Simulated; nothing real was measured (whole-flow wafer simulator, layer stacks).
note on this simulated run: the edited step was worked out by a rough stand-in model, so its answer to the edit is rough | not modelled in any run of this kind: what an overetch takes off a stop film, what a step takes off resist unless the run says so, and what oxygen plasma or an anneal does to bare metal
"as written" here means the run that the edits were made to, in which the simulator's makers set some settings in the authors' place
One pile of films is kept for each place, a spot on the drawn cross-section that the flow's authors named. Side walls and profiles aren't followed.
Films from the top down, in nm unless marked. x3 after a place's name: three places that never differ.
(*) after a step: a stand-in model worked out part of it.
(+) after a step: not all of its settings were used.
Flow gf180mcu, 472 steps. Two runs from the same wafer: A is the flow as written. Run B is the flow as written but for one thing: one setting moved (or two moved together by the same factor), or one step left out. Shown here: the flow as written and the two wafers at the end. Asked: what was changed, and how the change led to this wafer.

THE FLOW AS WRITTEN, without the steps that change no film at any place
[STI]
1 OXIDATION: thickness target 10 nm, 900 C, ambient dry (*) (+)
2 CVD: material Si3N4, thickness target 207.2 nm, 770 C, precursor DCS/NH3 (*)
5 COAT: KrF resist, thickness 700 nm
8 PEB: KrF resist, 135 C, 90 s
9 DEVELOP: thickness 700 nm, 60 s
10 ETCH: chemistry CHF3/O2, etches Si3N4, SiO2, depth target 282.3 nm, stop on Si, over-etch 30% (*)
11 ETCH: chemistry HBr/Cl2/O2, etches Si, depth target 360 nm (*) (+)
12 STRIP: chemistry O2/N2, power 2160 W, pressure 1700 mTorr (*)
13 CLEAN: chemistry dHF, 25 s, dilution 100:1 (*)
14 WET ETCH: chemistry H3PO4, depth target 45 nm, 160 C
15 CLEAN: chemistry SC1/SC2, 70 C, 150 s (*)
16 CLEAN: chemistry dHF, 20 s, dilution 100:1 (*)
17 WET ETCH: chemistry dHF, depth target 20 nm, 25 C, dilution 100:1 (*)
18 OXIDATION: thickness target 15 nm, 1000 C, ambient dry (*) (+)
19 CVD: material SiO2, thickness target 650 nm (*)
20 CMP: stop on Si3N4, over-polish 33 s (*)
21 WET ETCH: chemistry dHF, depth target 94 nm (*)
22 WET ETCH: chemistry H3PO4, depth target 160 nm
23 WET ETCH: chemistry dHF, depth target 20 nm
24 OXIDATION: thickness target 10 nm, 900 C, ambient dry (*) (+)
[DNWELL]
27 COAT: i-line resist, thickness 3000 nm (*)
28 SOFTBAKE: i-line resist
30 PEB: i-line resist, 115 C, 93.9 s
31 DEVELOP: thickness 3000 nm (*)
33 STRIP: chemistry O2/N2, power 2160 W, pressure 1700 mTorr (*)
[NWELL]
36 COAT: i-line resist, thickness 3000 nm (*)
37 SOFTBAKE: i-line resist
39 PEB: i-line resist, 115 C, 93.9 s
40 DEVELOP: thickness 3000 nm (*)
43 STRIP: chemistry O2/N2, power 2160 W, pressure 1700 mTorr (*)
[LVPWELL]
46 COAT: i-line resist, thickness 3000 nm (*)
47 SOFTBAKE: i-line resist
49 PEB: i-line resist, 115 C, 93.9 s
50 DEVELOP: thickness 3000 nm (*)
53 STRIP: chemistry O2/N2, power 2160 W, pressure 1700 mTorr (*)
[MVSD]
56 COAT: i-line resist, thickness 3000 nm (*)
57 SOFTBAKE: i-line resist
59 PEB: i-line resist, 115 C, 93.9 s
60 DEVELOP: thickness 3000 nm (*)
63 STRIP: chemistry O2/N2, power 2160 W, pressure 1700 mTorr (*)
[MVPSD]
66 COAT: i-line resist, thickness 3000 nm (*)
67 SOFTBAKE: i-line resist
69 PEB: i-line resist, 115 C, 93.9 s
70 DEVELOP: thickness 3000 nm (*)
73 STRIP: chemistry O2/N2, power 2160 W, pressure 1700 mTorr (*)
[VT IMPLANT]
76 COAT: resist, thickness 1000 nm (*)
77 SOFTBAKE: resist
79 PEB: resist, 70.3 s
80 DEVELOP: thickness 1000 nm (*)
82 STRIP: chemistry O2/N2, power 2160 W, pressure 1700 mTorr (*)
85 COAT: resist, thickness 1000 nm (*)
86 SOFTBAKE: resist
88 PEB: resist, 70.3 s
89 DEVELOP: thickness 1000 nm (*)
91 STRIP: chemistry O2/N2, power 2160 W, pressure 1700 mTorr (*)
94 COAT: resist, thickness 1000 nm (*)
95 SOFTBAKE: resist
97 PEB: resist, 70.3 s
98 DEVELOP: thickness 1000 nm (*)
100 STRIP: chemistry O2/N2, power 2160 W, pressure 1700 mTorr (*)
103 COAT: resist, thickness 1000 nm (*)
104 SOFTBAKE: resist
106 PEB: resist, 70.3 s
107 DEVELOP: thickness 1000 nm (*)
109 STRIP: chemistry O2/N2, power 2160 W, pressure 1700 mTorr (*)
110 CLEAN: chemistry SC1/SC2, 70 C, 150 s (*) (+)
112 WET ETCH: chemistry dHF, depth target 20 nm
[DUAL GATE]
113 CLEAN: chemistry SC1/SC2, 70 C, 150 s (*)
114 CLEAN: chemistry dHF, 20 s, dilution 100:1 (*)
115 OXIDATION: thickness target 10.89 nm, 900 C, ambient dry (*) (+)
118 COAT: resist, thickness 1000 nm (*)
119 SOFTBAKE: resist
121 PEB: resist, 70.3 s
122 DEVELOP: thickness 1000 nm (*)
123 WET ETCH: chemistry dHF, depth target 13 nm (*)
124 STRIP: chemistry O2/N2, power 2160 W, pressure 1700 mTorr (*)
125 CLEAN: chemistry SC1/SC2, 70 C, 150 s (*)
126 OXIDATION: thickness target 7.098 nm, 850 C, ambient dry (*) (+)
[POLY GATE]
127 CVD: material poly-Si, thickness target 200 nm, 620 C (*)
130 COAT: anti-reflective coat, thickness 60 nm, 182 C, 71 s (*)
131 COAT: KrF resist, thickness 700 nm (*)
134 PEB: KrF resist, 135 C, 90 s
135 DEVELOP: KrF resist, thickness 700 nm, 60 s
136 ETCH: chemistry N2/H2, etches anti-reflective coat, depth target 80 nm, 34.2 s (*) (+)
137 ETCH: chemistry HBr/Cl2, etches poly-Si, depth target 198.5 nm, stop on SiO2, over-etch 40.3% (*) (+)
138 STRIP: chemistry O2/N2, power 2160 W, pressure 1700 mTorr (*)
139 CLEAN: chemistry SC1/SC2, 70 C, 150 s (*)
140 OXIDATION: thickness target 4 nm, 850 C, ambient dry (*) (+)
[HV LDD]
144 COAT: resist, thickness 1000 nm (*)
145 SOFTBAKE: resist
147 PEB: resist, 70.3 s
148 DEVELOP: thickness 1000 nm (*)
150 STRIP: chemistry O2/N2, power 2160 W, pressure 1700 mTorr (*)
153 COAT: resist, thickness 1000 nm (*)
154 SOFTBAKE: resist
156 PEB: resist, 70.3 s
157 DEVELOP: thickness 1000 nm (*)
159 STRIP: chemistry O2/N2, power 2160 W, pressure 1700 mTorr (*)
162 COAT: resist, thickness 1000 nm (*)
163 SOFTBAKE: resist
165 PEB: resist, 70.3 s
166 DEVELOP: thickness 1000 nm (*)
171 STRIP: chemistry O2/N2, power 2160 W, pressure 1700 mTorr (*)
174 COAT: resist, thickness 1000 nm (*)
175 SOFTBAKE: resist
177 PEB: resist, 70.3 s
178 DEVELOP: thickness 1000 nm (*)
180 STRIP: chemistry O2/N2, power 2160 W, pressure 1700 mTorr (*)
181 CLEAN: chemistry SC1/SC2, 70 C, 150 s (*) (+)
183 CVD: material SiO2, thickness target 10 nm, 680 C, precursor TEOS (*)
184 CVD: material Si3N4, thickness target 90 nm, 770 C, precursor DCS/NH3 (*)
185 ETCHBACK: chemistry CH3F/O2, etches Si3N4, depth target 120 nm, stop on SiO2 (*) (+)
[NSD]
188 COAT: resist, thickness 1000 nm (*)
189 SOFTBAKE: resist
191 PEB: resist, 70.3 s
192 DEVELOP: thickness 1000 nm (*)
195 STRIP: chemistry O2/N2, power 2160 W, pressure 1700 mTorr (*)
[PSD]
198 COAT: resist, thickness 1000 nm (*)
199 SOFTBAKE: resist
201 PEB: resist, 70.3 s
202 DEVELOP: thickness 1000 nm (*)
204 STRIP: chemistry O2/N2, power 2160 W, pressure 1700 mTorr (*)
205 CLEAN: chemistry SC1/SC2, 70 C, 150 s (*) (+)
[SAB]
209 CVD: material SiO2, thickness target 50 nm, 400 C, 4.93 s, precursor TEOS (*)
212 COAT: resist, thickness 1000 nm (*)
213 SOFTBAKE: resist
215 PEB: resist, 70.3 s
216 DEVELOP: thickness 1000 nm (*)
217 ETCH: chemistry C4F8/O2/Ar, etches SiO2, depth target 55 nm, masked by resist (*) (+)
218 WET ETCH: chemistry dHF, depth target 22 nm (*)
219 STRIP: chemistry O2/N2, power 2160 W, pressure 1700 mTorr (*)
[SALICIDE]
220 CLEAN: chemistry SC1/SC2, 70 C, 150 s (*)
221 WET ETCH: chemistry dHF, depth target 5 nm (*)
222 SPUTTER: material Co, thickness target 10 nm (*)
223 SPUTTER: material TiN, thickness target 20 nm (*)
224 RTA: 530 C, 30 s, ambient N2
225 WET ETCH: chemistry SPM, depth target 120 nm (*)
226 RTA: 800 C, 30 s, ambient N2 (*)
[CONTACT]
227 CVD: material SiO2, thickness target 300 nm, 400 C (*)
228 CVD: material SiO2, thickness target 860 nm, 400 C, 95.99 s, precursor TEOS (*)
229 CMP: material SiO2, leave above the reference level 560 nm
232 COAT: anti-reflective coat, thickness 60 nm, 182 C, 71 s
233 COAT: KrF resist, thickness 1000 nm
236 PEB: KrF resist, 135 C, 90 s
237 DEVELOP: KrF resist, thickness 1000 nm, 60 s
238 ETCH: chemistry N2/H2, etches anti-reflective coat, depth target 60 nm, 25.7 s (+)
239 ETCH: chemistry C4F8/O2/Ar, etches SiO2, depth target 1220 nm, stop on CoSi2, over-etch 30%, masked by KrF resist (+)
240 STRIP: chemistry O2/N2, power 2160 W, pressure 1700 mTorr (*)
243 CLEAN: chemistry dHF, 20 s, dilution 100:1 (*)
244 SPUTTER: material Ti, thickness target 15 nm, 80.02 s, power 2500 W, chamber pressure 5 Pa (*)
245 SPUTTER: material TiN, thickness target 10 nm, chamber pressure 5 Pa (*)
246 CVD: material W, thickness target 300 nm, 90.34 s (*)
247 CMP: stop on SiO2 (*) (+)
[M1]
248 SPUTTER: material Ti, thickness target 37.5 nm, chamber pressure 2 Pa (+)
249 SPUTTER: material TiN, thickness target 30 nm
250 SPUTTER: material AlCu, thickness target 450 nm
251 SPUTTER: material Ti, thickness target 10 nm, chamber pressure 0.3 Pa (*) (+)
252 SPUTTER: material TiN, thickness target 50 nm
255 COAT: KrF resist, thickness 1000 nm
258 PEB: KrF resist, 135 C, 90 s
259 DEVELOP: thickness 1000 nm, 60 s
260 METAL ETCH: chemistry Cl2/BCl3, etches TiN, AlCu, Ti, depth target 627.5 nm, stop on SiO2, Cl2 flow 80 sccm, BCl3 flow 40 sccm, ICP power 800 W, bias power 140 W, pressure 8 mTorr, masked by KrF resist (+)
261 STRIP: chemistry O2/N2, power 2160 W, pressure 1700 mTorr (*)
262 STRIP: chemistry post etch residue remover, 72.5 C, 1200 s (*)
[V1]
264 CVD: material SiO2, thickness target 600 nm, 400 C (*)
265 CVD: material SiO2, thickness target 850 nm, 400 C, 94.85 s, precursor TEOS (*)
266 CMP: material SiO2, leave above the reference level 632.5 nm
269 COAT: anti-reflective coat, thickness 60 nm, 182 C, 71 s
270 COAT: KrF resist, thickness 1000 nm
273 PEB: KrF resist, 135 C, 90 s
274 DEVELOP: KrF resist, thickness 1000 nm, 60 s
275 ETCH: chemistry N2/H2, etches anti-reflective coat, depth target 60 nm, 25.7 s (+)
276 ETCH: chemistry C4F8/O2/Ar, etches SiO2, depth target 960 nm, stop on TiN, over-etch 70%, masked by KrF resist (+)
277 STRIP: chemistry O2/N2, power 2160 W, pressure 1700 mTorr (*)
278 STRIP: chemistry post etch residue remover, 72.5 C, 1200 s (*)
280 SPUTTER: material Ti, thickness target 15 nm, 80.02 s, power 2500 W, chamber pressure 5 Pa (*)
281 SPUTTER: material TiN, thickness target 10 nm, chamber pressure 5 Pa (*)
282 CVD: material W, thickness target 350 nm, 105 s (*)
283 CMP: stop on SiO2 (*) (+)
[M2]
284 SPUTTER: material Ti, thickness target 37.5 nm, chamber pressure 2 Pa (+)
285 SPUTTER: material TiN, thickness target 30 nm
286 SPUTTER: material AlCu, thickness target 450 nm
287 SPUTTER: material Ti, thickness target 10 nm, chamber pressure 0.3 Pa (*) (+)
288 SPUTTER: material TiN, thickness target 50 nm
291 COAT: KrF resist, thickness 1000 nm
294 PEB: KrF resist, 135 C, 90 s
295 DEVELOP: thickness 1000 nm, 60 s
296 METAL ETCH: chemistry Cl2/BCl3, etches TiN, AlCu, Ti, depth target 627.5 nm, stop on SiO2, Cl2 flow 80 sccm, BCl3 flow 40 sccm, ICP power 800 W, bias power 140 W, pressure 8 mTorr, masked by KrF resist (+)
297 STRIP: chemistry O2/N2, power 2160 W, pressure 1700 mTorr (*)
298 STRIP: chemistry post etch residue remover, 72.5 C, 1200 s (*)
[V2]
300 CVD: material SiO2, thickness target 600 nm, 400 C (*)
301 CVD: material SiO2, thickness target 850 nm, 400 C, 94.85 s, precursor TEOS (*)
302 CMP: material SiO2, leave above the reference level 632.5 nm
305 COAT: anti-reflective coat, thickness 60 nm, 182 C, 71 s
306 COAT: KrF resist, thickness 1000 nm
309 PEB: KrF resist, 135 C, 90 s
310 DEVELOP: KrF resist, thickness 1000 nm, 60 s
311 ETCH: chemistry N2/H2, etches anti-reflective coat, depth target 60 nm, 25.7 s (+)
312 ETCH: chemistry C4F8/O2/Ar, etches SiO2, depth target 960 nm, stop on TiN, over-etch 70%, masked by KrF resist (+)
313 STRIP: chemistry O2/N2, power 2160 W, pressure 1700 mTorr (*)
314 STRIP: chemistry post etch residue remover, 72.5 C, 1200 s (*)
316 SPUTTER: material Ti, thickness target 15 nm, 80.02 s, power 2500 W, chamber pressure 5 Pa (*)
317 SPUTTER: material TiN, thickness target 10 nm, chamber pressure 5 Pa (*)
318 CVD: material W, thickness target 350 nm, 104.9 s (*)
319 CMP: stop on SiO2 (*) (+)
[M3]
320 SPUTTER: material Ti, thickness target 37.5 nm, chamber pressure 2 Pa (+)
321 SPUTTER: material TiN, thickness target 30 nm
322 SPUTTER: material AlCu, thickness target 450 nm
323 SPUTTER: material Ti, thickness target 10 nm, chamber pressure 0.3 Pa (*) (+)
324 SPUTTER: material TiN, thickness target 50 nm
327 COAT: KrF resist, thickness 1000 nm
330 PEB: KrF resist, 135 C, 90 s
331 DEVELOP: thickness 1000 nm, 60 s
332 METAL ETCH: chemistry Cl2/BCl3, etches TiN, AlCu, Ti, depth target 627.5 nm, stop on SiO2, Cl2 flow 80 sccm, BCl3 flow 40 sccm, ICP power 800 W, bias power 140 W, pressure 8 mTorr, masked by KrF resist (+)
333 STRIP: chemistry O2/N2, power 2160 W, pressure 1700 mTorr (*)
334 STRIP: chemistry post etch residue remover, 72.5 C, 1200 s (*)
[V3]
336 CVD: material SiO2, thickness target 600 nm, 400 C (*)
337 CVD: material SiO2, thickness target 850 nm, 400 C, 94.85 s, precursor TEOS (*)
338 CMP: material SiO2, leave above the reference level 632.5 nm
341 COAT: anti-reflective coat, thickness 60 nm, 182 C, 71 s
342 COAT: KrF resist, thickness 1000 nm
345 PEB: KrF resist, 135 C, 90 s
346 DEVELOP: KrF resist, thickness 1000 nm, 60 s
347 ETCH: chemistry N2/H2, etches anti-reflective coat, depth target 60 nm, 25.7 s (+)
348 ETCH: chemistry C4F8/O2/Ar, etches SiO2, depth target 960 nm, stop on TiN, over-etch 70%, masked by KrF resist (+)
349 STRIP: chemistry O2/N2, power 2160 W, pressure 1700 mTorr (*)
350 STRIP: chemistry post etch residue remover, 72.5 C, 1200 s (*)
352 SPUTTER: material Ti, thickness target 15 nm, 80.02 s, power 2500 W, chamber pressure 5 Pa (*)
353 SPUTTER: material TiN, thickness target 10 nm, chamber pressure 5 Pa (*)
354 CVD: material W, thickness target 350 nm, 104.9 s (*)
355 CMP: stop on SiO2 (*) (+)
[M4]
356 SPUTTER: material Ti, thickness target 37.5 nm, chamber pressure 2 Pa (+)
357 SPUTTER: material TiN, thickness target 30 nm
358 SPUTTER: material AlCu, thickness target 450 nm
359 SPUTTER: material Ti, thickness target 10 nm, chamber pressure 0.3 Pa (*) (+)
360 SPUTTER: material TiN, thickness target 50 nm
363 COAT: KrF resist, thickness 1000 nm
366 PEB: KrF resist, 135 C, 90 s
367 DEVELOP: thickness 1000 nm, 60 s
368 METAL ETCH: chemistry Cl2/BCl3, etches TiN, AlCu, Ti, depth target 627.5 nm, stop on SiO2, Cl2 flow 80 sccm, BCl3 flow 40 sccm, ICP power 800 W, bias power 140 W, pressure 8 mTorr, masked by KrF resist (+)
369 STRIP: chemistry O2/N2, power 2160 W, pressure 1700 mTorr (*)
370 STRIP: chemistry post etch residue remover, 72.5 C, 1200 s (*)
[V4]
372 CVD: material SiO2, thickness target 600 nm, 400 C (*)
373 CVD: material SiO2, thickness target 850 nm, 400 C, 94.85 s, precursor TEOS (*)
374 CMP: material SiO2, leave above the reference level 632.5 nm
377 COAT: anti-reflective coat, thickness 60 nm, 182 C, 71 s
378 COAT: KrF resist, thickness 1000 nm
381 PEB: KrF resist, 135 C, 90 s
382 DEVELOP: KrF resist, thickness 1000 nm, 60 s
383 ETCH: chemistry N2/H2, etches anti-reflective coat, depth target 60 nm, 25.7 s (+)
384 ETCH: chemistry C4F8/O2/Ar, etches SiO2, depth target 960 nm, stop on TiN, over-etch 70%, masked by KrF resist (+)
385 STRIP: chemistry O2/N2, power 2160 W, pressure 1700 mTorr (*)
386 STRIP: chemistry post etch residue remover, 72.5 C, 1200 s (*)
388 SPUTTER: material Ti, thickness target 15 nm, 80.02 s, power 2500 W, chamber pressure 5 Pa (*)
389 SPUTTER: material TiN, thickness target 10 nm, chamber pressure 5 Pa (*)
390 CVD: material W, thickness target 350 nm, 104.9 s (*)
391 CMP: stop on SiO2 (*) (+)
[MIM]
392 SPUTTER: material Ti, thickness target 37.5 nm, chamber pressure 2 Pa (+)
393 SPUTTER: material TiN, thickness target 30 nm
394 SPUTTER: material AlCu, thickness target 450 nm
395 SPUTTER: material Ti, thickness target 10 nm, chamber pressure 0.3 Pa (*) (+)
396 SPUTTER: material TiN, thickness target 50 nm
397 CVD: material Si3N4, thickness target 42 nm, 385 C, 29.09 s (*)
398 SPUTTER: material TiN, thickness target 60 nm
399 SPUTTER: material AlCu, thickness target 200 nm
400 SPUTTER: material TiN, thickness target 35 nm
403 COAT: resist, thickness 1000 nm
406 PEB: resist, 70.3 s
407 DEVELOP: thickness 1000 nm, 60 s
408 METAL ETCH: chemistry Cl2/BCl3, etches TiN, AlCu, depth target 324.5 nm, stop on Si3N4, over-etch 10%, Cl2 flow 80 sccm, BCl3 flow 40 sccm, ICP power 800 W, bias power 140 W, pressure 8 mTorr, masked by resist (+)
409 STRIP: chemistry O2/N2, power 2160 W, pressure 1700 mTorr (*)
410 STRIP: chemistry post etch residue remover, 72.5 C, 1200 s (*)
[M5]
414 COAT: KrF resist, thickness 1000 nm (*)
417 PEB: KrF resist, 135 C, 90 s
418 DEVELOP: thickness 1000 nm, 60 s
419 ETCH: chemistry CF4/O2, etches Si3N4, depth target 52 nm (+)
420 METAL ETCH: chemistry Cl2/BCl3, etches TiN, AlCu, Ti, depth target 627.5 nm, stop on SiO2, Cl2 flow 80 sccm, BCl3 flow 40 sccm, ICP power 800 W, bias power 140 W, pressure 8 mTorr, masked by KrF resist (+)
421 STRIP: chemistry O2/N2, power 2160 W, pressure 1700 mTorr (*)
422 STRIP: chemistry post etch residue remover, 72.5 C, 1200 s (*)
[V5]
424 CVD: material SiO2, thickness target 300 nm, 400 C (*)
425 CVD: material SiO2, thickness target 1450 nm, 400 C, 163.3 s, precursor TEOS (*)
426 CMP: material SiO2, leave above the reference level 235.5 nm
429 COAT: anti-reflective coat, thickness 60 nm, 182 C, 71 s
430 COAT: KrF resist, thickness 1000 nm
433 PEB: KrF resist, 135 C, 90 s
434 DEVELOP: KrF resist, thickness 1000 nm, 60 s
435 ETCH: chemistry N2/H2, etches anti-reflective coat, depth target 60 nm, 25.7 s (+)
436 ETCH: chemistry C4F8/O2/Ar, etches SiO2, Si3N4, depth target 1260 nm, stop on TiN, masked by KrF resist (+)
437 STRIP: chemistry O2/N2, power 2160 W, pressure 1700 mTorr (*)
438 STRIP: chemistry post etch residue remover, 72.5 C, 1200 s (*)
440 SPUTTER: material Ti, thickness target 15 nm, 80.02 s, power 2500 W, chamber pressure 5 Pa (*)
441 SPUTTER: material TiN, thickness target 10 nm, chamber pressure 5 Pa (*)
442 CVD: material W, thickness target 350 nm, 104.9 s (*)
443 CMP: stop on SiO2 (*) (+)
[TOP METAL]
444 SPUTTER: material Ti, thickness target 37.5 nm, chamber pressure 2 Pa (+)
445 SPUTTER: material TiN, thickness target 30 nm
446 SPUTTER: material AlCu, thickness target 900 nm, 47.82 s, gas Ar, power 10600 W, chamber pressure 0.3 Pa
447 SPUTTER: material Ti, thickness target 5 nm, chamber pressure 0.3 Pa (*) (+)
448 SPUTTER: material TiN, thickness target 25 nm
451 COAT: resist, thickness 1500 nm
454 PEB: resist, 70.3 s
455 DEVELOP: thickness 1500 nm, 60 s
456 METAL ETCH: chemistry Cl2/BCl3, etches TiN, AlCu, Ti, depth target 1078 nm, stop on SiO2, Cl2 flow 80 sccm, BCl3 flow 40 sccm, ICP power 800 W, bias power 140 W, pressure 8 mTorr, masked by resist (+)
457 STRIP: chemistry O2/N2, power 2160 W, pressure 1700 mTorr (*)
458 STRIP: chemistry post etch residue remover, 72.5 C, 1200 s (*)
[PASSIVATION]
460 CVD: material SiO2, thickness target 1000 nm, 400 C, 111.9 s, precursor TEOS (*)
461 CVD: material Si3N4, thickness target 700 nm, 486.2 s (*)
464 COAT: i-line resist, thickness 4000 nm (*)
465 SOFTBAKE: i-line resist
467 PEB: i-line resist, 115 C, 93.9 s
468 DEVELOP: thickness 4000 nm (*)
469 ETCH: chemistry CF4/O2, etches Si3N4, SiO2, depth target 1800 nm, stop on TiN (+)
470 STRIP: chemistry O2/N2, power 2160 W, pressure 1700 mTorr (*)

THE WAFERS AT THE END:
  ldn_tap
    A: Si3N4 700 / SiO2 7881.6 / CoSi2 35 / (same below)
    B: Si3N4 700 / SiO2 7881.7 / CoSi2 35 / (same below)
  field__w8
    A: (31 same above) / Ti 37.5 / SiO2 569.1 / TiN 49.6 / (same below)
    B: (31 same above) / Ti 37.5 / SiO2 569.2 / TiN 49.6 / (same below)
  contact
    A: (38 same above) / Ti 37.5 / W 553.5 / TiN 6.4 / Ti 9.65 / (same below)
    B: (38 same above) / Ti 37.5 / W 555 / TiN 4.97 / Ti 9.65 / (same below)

The cause: step 281, SPUTTER: thickness target 7.75 nm was run, where the flow has thickness target 10 nm.

How the change led to this, step by step:
  281 SPUTTER: material TiN, thickness target 10 nm, chamber pressure 5 Pa (*)
      field, field__w1, field__w2 and 107 more: A TiN +10 (new film) | B TiN +7.75 (new film)
      contact: A TiN +6.4 (new film) | B TiN +4.97 (new film)
  283 CMP: stop on SiO2 (*) (+)
      field, field__w1, field__w2 and 107 more: A W -350 (all of it), TiN -10 (all of it), Ti -15 (all of it), SiO2 -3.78 | B W -350 (all of it), TiN -7.75 (all of it), Ti -15 (all of it), SiO2 -3.76
